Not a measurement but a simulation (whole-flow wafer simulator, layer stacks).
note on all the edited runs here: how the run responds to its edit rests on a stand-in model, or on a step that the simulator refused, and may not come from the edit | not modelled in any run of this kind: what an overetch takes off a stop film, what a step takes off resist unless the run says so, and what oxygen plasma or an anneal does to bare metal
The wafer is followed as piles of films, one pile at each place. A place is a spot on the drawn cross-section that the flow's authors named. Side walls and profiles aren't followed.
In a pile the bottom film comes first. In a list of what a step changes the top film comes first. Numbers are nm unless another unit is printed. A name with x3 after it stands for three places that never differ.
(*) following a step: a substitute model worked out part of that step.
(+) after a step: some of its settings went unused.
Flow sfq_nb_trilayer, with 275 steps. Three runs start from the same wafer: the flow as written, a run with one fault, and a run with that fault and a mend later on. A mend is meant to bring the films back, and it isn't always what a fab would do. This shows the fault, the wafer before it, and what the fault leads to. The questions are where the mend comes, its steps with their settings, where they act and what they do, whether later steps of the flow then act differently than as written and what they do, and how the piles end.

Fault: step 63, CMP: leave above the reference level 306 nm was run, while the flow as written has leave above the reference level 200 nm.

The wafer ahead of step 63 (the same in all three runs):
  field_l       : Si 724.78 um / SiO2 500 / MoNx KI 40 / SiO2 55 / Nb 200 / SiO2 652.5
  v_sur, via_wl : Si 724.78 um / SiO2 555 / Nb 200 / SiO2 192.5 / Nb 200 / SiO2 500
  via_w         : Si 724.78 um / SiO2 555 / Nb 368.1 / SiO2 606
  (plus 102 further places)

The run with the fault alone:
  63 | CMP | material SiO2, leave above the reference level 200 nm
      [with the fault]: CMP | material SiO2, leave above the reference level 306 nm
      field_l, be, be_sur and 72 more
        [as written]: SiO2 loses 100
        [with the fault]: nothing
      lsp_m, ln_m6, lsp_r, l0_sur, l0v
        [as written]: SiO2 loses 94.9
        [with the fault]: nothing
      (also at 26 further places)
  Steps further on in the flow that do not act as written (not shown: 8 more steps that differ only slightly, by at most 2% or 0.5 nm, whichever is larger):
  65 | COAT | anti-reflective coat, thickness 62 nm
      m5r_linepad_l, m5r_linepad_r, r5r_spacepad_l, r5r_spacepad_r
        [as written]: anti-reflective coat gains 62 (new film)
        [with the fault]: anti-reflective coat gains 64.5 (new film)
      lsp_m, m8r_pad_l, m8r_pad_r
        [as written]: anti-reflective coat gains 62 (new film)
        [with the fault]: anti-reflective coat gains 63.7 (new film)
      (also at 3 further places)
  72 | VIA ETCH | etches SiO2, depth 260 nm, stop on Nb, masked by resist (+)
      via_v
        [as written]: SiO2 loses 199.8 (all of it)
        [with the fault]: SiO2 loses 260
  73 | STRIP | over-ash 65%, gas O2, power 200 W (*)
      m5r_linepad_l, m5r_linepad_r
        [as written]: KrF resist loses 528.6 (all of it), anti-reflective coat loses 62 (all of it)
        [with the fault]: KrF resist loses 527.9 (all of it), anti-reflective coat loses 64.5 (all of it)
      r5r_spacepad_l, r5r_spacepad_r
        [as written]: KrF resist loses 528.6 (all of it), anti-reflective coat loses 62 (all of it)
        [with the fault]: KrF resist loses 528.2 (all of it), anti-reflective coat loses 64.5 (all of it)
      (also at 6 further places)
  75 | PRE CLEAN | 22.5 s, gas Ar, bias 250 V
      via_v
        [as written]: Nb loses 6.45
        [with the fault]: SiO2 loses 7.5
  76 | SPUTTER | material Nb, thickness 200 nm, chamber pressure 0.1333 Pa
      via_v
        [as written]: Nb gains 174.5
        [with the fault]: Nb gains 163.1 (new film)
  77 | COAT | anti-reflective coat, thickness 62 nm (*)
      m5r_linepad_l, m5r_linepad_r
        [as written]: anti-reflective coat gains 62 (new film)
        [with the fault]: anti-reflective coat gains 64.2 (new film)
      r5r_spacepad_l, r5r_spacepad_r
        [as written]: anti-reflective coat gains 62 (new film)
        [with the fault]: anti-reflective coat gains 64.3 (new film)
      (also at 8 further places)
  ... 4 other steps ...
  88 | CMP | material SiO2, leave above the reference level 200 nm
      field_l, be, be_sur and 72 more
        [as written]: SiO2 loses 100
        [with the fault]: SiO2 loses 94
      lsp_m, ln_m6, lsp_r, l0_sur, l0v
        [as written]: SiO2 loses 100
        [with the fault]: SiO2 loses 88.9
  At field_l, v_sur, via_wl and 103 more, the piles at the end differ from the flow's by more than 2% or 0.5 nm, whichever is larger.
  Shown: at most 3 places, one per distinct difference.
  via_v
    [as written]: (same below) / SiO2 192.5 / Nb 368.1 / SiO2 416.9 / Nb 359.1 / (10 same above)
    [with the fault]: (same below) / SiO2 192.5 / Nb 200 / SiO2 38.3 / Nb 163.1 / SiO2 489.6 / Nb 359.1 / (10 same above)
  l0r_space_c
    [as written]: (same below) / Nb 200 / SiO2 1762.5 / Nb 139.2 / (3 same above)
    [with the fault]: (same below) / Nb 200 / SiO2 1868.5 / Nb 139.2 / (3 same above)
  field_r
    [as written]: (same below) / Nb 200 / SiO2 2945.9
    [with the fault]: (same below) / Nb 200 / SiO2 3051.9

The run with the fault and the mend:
  The mend follows step 70.
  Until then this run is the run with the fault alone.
  70a | STRIP | over-ash 65%, gas O2, power 200 W (*)
      wl_a_sr, wl_b_sl, wl_b_m5, wl_b_sr, wl_c_sl, wl_c_m6, wl_c_sr, wl_d_sl
        KrF resist loses 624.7 (all of it), anti-reflective coat loses 61.9 (all of it)
      p3_s2, p3_l3, p3_s3, p3_l4, p3_s4, p3_l5, p3_s5
        KrF resist loses 625.3 (all of it), anti-reflective coat loses 62.1 (all of it)
      m0r_line_l, m0r_line_r, m6r_line_l, m6r_line_r, m7r_line_l, m7r_line_r
        KrF resist loses 626.1 (all of it), anti-reflective coat loses 62.2 (all of it)
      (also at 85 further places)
  70b | CMP | material SiO2, leave above the reference level 200 nm (the flow's step 63, run once more)
      field_l, be, be_sur and 72 more
        SiO2 loses 100
      v_sur, via_wl, via_w and 23 more
        SiO2 loses 106
      lsp_m, ln_m6, lsp_r, l0_sur, l0v
        SiO2 loses 94.9
  70c | COAT | anti-reflective coat, thickness 62 nm (the flow's step 65, run once more)
      field_l, v_sur, via_wl and 103 more
        anti-reflective coat gains 62 (new film)
  70d | COAT | KrF resist, thickness 650 nm (the flow's step 66, run once more)
      field_l, v_sur, via_wl and 103 more
        KrF resist gains 650 (new film)
  70e | SOFTBAKE | KrF resist (the flow's step 67, run once more)
      alters no film at any place that is followed
  70f | EXPOSE | photomask I1, dose 11.91 mJ/cm2, NA 0.6, wavelength 248 nm (*) (the flow's step 68, run once more)
      alters no film at any place that is followed
  70g | PEB | KrF resist, 90 s (the flow's step 69, run once more)
      field_l, v_sur, via_wl and 103 more
        KrF resist loses 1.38
  70h | DEVELOP | KrF resist, thickness 650 nm, 60 s (the flow's step 70, run once more)
      field_l, v_sur, via_wl and 102 more
        KrF resist loses 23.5
      via_v
        KrF resist loses 648.6 (all of it)
  Every later step of the flow that is run acts as written at every place that is followed.
  The piles end the same as the flow's at every place that both follow.
